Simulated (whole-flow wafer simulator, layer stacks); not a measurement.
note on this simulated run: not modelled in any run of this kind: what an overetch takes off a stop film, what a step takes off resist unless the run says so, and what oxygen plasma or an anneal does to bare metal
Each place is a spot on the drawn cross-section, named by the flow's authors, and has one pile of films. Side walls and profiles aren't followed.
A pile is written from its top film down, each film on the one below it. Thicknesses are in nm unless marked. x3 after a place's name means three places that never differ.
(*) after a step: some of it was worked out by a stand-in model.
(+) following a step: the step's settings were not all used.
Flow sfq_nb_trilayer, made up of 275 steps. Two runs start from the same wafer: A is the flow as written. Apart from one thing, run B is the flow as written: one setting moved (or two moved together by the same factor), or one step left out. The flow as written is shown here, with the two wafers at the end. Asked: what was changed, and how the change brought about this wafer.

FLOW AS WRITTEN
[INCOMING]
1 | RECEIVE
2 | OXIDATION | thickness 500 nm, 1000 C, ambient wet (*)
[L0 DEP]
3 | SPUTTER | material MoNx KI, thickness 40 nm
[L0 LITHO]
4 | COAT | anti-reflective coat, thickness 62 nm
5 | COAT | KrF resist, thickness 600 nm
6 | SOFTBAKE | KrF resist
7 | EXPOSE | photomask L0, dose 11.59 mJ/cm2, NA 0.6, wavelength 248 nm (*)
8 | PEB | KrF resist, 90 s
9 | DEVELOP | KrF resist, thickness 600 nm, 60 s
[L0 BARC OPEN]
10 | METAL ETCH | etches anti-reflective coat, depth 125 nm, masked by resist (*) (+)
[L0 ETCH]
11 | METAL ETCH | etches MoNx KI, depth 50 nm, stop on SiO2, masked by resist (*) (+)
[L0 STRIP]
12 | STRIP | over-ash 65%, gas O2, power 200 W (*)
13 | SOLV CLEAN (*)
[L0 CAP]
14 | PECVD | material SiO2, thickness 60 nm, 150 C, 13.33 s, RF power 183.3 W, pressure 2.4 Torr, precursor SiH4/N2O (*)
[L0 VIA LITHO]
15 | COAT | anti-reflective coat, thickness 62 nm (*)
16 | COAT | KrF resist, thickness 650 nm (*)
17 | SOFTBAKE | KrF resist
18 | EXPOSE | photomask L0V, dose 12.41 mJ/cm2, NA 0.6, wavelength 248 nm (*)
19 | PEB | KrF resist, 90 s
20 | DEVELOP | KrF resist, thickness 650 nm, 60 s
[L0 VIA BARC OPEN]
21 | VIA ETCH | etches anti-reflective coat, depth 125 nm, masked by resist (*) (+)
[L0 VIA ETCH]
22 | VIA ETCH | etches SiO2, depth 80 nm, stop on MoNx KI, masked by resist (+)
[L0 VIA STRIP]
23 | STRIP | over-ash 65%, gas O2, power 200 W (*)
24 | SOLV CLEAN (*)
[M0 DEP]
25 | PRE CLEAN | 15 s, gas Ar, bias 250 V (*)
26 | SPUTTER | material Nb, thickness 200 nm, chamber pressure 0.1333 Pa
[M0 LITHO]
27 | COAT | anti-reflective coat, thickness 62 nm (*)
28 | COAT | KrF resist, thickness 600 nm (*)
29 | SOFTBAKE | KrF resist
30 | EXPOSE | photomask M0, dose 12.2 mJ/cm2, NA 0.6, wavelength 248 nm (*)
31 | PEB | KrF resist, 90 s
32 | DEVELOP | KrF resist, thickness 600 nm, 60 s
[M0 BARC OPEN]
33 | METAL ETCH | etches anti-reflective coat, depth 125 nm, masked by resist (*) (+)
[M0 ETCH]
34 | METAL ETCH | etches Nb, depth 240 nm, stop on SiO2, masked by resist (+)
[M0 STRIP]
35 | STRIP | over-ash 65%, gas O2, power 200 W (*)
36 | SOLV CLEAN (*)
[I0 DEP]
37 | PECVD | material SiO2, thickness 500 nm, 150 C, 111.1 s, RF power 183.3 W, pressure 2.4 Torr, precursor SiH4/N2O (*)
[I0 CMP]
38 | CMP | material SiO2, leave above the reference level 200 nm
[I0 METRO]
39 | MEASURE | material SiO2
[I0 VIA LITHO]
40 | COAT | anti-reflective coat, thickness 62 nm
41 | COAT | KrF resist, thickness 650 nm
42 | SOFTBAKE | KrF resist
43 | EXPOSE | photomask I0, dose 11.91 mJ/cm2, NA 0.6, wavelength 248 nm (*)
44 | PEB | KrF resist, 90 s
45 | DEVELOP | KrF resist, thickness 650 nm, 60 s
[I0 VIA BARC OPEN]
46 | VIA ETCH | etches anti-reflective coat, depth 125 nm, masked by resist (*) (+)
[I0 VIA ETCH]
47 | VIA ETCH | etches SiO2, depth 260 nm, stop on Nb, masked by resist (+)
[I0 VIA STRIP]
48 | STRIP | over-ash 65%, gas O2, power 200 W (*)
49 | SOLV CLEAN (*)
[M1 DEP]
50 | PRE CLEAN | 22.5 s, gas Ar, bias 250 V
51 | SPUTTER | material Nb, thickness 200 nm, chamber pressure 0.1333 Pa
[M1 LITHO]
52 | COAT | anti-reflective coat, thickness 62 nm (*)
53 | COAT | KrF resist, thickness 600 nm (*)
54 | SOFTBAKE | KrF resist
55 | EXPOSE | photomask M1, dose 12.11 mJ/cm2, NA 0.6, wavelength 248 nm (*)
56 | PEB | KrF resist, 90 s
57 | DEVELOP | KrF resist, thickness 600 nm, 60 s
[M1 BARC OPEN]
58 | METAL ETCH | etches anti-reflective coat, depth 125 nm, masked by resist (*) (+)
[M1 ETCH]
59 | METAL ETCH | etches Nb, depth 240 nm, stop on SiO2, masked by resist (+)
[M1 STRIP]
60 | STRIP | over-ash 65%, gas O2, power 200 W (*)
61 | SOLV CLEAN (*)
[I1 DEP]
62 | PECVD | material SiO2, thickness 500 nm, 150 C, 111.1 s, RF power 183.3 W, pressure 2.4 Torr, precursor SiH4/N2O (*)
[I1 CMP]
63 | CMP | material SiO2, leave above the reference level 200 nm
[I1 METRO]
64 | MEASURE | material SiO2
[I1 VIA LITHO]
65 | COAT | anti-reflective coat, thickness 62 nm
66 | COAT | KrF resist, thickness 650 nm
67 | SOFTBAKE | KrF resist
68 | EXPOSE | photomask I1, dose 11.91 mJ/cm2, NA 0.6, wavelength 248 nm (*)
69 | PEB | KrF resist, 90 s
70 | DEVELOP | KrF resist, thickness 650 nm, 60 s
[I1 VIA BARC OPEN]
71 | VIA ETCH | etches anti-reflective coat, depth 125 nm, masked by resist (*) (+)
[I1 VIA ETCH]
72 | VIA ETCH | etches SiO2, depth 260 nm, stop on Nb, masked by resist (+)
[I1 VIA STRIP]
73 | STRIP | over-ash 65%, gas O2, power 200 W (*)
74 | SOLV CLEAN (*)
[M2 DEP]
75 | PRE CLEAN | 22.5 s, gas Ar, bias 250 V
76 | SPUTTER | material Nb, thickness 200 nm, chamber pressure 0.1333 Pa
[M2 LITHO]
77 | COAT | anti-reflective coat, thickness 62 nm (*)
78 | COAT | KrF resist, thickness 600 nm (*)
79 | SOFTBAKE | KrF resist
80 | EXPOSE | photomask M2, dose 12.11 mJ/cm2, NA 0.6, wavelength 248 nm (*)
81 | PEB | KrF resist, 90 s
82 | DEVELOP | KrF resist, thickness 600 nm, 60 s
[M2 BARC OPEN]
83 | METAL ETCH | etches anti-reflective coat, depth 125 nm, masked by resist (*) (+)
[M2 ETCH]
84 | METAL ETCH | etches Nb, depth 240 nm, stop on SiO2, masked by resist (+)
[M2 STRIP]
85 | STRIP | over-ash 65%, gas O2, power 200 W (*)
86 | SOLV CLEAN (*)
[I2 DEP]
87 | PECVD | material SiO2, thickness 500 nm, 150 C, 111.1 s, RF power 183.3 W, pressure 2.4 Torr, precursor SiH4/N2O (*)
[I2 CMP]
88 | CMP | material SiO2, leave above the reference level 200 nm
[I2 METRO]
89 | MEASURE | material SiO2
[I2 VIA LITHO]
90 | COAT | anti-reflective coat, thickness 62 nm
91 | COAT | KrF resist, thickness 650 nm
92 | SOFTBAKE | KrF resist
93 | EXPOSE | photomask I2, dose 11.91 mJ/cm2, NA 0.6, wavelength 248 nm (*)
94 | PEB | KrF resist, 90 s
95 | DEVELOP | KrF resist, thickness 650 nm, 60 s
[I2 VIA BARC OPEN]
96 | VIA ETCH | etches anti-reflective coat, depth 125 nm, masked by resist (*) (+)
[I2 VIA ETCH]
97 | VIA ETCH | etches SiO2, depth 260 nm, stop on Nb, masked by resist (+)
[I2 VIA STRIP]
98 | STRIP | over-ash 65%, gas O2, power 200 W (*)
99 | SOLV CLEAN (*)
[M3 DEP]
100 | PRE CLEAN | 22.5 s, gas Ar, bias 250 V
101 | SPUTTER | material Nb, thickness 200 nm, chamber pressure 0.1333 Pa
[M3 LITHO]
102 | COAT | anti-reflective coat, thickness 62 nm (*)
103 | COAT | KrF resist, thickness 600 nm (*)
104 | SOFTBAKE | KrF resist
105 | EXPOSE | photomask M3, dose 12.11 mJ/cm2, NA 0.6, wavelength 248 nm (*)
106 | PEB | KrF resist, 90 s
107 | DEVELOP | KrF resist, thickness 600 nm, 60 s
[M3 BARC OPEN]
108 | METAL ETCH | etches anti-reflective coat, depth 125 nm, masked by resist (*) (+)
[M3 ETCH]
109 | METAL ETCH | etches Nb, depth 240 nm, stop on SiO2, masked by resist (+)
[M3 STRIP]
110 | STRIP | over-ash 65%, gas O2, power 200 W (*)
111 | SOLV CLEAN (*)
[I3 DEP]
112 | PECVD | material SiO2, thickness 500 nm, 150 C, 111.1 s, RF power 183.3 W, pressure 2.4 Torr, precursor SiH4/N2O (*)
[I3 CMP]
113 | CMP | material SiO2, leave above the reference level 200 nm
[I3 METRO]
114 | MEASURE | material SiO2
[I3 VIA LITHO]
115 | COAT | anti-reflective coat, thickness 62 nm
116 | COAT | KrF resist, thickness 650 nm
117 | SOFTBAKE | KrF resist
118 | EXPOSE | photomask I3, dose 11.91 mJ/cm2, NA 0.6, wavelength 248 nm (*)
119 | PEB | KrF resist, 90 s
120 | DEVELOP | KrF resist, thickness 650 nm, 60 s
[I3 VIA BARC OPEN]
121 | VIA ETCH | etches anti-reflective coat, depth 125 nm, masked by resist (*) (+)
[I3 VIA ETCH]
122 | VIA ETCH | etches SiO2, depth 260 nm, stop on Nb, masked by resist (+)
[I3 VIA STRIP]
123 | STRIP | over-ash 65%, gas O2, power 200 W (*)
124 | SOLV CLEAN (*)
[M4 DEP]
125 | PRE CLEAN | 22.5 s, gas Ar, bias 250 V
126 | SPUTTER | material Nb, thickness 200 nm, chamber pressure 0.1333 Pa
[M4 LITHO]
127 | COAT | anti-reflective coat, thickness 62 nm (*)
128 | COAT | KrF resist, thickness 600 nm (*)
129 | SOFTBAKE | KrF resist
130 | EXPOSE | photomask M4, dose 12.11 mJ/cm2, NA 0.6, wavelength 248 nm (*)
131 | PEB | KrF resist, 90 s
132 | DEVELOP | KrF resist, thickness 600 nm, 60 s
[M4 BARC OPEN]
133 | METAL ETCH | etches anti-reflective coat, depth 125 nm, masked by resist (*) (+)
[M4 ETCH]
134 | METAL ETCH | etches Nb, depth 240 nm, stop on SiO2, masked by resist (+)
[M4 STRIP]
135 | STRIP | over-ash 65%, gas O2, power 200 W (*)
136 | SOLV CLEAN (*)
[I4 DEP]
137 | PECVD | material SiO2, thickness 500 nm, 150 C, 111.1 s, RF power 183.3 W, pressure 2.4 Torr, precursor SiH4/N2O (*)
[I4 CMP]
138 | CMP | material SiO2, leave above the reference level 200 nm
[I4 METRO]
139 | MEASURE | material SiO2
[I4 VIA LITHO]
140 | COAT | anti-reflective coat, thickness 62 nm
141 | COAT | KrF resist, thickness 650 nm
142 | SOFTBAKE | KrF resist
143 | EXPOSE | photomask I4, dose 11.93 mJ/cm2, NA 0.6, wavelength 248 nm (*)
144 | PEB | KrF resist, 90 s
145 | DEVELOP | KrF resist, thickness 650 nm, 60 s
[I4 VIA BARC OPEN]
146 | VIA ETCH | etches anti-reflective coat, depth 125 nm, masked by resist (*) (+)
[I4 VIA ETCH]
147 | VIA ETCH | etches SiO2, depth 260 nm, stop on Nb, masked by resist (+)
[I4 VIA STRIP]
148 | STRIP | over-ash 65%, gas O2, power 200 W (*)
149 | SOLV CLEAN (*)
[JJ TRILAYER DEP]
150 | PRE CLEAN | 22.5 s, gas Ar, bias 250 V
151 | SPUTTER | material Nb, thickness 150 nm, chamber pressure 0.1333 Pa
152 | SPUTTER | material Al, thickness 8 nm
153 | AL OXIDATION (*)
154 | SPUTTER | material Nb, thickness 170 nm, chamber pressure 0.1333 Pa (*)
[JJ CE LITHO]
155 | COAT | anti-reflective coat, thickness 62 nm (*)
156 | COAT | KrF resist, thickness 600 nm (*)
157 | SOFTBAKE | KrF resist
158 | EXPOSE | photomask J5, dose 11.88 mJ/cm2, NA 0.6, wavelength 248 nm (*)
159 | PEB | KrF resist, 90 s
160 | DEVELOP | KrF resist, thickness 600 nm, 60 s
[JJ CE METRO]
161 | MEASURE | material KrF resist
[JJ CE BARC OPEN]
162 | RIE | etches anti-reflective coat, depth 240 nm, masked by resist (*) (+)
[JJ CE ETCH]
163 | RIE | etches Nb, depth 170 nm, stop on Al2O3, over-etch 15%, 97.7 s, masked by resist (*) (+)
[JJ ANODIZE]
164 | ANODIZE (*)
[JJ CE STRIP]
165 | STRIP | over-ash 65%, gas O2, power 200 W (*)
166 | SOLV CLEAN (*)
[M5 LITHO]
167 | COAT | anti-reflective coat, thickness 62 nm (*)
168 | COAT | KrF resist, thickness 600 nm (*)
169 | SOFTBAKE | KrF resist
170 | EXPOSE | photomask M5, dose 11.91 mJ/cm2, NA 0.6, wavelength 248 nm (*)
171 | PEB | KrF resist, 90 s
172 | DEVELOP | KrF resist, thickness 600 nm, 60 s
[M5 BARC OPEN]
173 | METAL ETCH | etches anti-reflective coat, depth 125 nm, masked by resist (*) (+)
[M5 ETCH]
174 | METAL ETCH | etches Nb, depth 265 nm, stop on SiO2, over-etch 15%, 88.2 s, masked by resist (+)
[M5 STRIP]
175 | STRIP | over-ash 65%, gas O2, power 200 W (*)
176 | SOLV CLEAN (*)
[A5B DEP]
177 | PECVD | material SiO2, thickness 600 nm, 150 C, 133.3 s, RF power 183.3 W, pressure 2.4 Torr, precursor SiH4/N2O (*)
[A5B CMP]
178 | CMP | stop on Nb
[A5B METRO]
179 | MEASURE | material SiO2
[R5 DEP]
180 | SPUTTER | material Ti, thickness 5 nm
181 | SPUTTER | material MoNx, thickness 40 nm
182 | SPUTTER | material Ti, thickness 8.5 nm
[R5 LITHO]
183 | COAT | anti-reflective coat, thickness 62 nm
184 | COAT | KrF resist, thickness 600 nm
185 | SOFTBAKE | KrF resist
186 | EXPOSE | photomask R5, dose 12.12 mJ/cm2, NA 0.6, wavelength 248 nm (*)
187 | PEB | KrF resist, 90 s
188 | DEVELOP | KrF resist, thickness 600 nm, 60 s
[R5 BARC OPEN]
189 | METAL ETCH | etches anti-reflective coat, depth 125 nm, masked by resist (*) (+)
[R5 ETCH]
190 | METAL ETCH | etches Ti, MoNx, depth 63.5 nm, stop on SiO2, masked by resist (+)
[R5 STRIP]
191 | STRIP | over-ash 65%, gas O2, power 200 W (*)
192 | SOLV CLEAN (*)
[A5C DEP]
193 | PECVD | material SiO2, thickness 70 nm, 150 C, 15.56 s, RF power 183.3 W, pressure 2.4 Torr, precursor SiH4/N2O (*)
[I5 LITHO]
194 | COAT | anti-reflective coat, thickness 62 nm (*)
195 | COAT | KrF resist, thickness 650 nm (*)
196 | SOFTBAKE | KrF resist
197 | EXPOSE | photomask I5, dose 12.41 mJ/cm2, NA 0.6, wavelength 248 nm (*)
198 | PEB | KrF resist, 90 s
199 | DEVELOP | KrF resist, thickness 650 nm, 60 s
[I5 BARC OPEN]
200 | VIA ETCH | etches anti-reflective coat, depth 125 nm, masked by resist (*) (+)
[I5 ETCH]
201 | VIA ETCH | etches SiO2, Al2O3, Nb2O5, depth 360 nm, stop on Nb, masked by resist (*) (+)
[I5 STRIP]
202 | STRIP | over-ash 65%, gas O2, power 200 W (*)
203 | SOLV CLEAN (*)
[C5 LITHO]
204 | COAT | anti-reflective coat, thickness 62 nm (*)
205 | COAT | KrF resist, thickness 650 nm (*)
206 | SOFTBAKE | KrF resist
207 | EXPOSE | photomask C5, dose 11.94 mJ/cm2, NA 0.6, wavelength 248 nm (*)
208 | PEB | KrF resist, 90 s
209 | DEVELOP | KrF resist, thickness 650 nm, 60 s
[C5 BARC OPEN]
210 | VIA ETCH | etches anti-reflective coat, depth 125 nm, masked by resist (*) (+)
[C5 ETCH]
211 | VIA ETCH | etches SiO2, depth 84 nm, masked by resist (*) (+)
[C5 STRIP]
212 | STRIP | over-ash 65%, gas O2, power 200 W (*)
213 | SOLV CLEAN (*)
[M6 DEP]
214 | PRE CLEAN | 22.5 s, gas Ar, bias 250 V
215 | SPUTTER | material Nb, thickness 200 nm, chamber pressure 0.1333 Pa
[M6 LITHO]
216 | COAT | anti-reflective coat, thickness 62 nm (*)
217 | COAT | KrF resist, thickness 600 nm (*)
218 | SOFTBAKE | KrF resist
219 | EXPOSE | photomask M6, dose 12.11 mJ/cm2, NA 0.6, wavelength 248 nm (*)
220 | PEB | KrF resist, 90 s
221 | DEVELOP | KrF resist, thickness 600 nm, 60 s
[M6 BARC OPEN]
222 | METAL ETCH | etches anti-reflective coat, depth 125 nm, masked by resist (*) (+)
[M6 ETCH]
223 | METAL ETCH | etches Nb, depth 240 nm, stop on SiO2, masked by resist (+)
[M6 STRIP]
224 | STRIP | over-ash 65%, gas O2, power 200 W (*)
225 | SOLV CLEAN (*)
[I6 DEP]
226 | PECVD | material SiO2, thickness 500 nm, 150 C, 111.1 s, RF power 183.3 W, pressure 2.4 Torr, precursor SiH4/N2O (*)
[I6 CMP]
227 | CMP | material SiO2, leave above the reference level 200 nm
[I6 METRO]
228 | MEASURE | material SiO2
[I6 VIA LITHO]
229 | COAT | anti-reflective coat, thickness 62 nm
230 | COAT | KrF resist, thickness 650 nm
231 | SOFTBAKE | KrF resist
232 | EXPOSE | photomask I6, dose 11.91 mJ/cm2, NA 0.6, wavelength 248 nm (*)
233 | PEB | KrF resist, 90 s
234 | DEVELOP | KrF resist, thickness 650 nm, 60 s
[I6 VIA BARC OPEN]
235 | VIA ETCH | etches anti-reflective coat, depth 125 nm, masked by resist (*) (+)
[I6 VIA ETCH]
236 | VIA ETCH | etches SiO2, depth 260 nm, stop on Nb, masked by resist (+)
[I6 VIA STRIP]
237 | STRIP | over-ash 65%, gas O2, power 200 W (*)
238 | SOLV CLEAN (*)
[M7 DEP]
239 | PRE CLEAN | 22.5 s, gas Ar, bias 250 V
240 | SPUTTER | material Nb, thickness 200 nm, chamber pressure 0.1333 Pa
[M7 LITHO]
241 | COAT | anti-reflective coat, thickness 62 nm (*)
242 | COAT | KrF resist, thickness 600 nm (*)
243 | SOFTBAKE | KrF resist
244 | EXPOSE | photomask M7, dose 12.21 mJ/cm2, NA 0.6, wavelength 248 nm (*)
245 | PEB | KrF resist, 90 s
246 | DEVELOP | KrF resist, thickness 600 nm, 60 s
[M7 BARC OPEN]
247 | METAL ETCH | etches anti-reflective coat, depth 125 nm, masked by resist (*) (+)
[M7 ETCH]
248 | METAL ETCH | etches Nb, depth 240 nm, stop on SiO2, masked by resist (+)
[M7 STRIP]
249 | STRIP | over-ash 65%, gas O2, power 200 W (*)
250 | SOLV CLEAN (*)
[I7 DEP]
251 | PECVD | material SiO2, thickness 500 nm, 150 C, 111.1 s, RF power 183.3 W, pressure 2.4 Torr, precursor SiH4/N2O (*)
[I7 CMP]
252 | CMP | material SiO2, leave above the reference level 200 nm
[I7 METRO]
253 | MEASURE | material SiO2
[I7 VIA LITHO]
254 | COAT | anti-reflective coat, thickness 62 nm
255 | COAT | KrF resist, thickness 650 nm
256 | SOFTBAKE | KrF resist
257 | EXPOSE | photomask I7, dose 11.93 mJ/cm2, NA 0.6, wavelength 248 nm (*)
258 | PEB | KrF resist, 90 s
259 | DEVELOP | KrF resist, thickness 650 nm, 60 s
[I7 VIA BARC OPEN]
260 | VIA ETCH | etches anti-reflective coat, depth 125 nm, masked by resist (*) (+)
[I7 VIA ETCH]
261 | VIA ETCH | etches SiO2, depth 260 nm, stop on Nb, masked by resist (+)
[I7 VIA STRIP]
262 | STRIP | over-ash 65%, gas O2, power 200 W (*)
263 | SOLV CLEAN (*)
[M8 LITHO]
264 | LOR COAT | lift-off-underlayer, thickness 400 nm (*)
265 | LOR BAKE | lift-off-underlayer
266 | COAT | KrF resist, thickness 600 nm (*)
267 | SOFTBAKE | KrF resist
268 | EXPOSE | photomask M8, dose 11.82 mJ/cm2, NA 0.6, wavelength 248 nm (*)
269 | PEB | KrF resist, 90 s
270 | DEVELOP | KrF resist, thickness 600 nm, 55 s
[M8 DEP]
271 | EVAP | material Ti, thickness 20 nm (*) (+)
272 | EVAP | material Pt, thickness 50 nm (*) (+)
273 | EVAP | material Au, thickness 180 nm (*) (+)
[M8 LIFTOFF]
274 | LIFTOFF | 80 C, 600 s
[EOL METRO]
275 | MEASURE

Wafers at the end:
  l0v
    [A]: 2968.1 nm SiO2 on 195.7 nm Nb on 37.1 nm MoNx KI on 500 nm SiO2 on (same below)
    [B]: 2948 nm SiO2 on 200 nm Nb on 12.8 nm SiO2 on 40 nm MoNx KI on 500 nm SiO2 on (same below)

What caused this: step 22, VIA ETCH: depth 42 nm was run, while the flow as written has depth 80 nm.

How this came from the change, step by step:
  22 | VIA ETCH | etches SiO2, depth 80 nm, stop on MoNx KI, masked by resist (+)
      l0v: A -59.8 SiO2 (all of it) | B -42 SiO2
      field_l, v_sur, via_wl and 102 more: A -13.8 KrF resist | B -7.24 KrF resist
  25 | PRE CLEAN | 15 s, gas Ar, bias 250 V (*)
      l0v: A -2.91 MoNx KI | B -5 SiO2
  26 | SPUTTER | material Nb, thickness 200 nm, chamber pressure 0.1333 Pa
      l0v: A +195.7 Nb (new film) | B +200 Nb (new film)
  27 | COAT | anti-reflective coat, thickness 62 nm (*)
      l0_sur: A +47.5 anti-reflective coat (new film) | B +49.5 anti-reflective coat (new film)
      l0v: A +78 anti-reflective coat (new film) | B +72.8 anti-reflective coat (new film)
  35 | STRIP | over-ash 65%, gas O2, power 200 W (*)
      l0_sur: A -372 KrF resist (all of it), -47.5 anti-reflective coat (all of it) | B -373 KrF resist (all of it), -49.5 anti-reflective coat (all of it)
      l0v: A -405.3 KrF resist (all of it), -78 anti-reflective coat (all of it) | B -394.5 KrF resist (all of it), -72.8 anti-reflective coat (all of it)
  38 | CMP | material SiO2, leave above the reference level 200 nm
      l0v: A -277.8 SiO2 | B -297.8 SiO2
If metal films that touch count as one body, l0v has 2 bodies (between them, from the top down: SiO2 12.8); the flow as written gives 1 body.
